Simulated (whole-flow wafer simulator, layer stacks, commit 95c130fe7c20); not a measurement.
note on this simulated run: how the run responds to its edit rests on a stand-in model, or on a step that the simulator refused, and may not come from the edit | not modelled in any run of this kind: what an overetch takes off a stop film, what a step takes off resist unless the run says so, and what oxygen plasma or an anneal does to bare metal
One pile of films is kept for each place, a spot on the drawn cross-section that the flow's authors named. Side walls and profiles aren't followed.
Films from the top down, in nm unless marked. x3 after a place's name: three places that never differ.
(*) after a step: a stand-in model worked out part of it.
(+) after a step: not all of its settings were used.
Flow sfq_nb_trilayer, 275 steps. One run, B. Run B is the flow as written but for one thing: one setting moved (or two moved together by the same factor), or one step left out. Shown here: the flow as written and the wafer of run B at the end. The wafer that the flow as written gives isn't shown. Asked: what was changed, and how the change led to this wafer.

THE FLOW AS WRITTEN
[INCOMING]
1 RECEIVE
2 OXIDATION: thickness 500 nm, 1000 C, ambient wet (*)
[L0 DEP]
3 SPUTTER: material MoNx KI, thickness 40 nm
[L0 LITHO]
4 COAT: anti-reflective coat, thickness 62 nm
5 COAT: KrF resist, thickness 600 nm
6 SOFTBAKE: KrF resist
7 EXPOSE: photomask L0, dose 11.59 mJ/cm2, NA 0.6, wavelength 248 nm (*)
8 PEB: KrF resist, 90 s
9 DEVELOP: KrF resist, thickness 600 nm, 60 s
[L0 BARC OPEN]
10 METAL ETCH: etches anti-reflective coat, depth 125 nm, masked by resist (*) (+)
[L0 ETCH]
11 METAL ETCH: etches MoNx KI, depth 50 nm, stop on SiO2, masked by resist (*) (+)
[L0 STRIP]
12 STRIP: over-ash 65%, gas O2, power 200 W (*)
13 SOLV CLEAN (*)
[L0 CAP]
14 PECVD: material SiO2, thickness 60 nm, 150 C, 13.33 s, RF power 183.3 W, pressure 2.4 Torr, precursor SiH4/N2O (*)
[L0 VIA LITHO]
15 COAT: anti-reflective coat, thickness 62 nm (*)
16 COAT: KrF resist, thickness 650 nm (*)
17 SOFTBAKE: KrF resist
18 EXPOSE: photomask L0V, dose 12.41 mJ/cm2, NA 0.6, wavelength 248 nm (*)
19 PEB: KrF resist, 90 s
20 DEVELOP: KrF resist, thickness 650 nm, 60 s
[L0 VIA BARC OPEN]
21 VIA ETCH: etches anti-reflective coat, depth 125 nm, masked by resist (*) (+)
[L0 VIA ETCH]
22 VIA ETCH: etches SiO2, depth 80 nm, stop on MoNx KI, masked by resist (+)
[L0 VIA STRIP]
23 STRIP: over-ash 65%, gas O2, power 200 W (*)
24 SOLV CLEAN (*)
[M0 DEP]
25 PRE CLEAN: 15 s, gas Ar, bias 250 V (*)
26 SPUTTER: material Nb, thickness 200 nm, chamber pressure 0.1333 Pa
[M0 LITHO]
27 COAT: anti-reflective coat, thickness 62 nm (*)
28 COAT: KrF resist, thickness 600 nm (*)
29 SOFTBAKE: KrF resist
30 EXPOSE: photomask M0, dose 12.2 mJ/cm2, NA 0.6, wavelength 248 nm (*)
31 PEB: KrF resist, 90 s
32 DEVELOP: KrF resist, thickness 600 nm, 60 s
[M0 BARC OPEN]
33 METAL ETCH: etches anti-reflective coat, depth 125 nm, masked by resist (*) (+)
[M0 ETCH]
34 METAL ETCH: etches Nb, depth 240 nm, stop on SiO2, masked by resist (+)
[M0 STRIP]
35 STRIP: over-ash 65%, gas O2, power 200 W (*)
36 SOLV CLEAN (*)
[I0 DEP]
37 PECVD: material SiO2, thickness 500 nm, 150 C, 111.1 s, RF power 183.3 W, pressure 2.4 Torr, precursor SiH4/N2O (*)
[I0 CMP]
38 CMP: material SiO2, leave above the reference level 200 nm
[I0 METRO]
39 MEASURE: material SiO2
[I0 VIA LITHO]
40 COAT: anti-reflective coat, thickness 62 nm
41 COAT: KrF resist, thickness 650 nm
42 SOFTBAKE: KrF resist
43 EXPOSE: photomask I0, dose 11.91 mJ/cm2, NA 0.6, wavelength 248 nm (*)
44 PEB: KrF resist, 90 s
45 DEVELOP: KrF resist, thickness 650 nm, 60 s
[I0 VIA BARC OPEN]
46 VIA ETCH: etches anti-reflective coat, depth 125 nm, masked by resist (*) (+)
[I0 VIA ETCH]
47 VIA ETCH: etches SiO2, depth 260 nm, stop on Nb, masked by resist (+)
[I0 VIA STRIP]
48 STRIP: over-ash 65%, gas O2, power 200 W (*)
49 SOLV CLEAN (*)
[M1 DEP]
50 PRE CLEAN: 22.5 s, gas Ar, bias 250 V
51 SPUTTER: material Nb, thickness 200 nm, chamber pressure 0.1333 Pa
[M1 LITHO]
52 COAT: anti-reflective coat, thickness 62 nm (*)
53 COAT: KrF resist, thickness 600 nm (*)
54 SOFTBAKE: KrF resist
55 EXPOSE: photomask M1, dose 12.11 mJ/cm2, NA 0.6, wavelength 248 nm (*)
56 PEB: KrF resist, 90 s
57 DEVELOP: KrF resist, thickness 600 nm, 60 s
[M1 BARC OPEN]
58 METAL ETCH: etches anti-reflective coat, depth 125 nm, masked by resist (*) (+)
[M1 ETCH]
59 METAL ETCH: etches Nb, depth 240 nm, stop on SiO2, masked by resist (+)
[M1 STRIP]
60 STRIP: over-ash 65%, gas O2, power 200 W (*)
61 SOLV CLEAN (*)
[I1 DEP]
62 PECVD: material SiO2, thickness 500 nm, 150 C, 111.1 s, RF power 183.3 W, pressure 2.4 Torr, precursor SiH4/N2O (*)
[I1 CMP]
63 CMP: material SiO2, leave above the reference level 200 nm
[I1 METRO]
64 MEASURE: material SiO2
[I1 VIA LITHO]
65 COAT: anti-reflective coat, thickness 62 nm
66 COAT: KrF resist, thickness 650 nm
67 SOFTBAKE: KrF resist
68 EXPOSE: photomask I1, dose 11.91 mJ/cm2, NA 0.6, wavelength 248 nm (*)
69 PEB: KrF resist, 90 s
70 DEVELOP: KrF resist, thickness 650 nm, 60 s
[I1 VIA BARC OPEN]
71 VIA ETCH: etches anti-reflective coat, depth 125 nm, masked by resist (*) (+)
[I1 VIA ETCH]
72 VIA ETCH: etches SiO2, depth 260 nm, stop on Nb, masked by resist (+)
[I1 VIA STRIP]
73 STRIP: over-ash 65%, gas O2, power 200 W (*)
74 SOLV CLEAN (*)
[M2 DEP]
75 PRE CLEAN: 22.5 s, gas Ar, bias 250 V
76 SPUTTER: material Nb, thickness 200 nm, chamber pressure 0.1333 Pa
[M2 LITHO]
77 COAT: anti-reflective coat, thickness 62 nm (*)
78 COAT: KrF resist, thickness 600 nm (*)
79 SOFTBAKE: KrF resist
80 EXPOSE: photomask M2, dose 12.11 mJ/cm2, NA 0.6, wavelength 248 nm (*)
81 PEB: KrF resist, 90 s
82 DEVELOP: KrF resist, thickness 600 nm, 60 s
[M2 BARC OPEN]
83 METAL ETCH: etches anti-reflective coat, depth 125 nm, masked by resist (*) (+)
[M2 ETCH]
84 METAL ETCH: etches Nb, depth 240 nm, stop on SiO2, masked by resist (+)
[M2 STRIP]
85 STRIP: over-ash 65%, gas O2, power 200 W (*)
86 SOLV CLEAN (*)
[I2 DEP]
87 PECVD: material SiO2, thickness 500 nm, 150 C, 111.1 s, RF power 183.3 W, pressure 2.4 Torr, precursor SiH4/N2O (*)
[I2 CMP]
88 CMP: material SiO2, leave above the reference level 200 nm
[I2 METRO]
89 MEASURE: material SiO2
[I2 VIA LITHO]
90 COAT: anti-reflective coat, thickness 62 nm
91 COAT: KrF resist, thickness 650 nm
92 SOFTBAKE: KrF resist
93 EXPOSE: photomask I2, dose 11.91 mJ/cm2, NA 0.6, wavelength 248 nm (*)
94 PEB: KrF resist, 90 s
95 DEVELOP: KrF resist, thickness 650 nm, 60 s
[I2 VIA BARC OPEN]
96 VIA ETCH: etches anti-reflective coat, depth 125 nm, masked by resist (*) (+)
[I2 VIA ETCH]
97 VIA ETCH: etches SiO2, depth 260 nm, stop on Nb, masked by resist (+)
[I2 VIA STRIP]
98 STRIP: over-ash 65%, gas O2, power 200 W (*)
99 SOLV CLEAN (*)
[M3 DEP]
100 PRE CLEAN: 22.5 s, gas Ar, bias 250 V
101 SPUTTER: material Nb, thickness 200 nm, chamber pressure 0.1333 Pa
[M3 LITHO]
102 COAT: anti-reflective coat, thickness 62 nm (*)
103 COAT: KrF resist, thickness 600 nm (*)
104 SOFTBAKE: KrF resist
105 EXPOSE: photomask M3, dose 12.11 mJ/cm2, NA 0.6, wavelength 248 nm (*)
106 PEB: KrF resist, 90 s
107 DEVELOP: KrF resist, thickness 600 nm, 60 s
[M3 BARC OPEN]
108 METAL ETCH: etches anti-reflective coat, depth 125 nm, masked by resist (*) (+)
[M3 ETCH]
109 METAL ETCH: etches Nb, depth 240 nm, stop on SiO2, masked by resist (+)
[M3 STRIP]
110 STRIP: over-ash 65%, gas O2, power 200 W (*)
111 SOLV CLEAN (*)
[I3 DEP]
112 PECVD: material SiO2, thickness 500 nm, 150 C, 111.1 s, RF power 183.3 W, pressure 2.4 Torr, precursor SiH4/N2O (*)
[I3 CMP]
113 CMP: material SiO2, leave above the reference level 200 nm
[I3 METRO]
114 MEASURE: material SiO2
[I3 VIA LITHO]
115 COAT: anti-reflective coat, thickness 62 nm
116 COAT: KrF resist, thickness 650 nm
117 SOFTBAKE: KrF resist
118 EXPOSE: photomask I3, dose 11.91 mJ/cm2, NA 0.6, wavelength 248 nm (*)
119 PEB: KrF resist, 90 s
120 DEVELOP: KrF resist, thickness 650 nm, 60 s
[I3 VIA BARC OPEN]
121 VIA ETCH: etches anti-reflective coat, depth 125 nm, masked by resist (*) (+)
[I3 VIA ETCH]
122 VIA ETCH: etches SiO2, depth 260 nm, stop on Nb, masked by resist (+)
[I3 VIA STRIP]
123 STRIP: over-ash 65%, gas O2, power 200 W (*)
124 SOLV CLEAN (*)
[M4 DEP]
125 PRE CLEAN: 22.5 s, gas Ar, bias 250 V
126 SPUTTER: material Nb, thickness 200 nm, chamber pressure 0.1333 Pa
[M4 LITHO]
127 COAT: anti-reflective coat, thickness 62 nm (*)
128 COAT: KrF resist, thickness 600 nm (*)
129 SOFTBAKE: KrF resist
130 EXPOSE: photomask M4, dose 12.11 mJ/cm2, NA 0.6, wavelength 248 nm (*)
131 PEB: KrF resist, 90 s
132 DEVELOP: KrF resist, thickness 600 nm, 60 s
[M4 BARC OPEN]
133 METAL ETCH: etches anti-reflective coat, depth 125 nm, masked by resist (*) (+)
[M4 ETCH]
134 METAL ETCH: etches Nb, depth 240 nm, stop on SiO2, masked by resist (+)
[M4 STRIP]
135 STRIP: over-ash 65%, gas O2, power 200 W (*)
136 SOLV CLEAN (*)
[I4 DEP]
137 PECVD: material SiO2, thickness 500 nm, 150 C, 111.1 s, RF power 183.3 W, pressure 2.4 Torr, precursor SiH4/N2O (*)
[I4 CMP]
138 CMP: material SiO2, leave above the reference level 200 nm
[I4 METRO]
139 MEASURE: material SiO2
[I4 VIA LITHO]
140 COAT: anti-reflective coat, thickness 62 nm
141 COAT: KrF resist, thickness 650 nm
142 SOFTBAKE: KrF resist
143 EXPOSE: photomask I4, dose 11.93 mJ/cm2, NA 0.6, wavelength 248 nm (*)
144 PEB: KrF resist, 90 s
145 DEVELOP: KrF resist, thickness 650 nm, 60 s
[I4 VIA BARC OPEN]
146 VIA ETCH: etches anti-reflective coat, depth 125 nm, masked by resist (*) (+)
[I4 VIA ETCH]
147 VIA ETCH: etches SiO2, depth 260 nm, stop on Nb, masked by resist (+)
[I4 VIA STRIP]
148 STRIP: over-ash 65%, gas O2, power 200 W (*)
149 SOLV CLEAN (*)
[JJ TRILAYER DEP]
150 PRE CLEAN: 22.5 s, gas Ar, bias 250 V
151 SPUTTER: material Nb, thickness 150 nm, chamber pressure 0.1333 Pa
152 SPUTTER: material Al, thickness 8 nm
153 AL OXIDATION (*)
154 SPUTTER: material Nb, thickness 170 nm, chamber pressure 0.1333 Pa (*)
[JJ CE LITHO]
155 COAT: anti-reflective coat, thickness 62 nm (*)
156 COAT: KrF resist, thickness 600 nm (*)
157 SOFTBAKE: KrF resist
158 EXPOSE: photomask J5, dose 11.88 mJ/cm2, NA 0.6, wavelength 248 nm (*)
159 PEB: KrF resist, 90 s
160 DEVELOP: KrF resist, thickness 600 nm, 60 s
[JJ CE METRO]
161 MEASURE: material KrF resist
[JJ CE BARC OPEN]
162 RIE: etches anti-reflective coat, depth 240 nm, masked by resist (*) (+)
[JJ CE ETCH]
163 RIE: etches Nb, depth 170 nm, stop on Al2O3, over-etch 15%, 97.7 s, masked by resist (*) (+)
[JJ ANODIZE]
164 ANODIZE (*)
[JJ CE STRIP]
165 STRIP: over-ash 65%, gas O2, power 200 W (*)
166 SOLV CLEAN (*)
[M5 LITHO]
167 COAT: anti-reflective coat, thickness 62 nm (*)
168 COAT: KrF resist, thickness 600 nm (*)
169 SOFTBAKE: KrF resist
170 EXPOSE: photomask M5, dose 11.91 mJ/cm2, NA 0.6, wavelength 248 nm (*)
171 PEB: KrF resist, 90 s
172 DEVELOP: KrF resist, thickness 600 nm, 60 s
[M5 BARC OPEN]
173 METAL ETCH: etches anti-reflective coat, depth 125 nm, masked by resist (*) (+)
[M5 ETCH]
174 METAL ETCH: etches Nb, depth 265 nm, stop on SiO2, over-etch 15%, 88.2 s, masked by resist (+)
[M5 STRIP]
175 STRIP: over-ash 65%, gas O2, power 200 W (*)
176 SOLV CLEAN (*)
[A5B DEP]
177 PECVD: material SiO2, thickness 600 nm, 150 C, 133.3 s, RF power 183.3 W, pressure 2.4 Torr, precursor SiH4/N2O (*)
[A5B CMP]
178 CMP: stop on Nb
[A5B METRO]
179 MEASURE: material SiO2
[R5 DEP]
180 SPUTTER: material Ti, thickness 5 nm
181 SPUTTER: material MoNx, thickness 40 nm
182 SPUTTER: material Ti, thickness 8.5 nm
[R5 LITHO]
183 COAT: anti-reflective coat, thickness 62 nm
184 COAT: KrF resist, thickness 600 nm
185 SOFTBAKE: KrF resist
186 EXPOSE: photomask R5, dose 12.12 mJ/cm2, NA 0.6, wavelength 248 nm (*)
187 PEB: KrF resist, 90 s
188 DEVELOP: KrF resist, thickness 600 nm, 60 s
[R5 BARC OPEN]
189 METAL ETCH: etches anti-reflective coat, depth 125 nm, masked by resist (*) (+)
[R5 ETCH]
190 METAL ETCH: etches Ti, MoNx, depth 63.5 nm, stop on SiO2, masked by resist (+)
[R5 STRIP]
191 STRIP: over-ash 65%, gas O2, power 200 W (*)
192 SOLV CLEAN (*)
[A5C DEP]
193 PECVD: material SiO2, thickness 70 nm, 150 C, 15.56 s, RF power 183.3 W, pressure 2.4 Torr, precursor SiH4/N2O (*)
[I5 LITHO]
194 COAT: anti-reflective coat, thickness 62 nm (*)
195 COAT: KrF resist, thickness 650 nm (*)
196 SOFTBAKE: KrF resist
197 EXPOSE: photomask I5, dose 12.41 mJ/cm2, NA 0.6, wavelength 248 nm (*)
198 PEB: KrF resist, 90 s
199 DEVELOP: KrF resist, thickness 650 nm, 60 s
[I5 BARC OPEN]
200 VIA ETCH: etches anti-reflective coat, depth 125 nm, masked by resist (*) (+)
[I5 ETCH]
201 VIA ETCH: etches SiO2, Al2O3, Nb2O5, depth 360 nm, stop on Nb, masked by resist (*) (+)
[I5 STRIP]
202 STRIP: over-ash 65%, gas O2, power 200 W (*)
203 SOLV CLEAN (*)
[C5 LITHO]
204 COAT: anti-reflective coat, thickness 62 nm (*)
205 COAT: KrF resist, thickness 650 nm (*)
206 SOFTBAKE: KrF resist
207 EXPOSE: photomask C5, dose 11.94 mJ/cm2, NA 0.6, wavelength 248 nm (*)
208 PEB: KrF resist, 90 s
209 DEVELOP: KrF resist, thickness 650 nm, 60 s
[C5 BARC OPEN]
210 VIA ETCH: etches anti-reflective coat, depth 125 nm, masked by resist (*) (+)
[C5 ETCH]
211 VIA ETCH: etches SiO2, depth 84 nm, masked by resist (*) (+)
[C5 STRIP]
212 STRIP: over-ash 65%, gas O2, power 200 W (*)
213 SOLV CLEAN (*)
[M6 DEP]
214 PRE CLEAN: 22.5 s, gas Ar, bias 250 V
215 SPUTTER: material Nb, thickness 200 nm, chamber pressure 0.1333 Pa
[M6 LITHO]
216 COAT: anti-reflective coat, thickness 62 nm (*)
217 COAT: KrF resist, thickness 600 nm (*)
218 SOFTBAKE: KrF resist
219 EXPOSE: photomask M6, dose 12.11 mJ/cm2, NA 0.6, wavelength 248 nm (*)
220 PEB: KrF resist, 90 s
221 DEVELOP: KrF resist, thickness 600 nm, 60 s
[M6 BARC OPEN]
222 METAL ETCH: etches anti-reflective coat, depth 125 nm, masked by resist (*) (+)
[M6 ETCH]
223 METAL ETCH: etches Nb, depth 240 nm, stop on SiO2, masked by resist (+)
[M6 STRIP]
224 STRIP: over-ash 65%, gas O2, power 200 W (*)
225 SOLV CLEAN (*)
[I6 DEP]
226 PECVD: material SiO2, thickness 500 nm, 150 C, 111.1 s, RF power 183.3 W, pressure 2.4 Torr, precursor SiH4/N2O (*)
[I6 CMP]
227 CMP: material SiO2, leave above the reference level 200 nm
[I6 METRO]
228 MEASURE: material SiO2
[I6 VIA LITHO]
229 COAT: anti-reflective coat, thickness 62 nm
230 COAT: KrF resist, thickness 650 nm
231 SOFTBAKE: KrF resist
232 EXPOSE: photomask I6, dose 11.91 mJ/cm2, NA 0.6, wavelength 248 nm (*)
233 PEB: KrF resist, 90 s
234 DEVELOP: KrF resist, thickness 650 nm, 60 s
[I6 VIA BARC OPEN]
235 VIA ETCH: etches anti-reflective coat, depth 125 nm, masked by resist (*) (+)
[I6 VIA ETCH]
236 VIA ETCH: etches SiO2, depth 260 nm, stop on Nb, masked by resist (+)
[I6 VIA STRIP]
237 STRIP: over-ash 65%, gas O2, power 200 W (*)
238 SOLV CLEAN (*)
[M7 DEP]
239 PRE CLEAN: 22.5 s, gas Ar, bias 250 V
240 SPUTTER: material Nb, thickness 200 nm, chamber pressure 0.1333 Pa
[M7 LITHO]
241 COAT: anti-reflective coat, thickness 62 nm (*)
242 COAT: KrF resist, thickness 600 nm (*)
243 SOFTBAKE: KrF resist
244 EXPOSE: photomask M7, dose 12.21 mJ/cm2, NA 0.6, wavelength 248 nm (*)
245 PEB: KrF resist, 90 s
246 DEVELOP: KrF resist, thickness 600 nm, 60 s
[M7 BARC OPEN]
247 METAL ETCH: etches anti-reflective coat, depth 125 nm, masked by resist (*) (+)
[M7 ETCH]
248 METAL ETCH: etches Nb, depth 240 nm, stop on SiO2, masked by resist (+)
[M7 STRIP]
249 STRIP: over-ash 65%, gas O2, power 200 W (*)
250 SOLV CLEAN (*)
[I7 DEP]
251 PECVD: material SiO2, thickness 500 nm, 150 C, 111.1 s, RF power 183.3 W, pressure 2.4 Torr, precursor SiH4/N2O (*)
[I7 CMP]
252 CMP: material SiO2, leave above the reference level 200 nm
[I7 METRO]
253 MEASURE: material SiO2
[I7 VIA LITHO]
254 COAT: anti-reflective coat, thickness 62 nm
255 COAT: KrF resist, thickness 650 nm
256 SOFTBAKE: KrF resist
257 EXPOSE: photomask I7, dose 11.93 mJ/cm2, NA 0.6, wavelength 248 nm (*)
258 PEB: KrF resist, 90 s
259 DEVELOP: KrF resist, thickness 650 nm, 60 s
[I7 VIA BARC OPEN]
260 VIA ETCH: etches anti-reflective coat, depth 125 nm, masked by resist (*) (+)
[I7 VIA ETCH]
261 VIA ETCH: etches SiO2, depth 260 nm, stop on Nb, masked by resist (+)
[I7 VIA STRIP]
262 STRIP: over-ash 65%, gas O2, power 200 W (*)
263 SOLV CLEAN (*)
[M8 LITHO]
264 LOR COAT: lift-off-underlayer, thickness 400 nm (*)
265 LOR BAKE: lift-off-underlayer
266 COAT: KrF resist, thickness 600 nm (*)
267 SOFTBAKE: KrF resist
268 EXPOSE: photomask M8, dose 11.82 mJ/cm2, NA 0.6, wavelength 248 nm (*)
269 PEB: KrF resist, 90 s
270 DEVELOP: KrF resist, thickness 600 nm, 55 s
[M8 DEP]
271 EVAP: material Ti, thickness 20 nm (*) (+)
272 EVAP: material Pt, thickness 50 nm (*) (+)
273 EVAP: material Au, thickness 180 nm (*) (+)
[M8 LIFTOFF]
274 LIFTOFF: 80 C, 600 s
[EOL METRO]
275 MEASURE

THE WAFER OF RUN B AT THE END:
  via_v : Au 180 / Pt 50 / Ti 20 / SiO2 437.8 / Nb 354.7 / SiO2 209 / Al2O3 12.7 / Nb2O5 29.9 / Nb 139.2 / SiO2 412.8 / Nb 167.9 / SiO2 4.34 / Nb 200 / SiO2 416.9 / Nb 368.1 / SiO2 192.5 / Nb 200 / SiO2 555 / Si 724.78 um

The cause: step 122, VIA ETCH: depth 188 nm was run, where the flow has depth 260 nm.

How the change led to this, step by step:
  122 VIA ETCH: etches SiO2, depth 260 nm, stop on Nb, masked by resist (+)
      via_v: SiO2 -188 (as written it would be: SiO2 -199.8 (all of it))
      field_l, v_sur, via_wl and 102 more: KrF resist -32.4 (as written it would be: KrF resist -44.8)
  123 STRIP: over-ash 65%, gas O2, power 200 W (*)
      field_l, v_sur, via_wl and 102 more: KrF resist -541 (all of it), anti-reflective coat -62 (all of it) (as written it would be: KrF resist -528.6 (all of it), anti-reflective coat -62 (all of it))
  125 PRE CLEAN: 22.5 s, gas Ar, bias 250 V
      via_v: SiO2 -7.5 (as written it would be: Nb -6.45)
  126 SPUTTER: material Nb, thickness 200 nm, chamber pressure 0.1333 Pa
      via_v: Nb +167.9 (new film) (as written it would be: Nb +165.5)
  127 COAT: anti-reflective coat, thickness 62 nm (*)
      via_v: anti-reflective coat +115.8 (new film) (as written it would be: anti-reflective coat +124.8 (new film))
      wire: anti-reflective coat +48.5 (new film) (as written it would be: anti-reflective coat +50.2 (new film))
  135 STRIP: over-ash 65%, gas O2, power 200 W (*)
      via_v: KrF resist -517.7 (all of it), anti-reflective coat -115.8 (all of it) (as written it would be: KrF resist -521.8 (all of it), anti-reflective coat -124.8 (all of it))
      wire: KrF resist -376 (all of it), anti-reflective coat -48.5 (all of it) (as written it would be: KrF resist -374.5 (all of it), anti-reflective coat -50.2 (all of it))
  137 PECVD: material SiO2, thickness 500 nm, 150 C, 111.1 s, RF power 183.3 W, pressure 2.4 Torr, precursor SiH4/N2O (*)
      via_v: SiO2 +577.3 (new film) (as written it would be: SiO2 +615 (new film))
  138 CMP: material SiO2, leave above the reference level 200 nm
      via_v: SiO2 -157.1 (as written it would be: SiO2 -181.6)
Counting metal films that touch as one body, via_v has 7 bodies (between them, from the top down: SiO2 437.8; SiO2 209 / Al2O3 12.7 / Nb2O5 29.9; SiO2 412.8; SiO2 4.34; SiO2 416.9; SiO2 192.5); the flow as written gives 6 bodies (between them, from the top down: SiO2 437.8; SiO2 209 / Al2O3 12.7 / Nb2O5 29.9; SiO2 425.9; SiO2 416.9; SiO2 192.5).
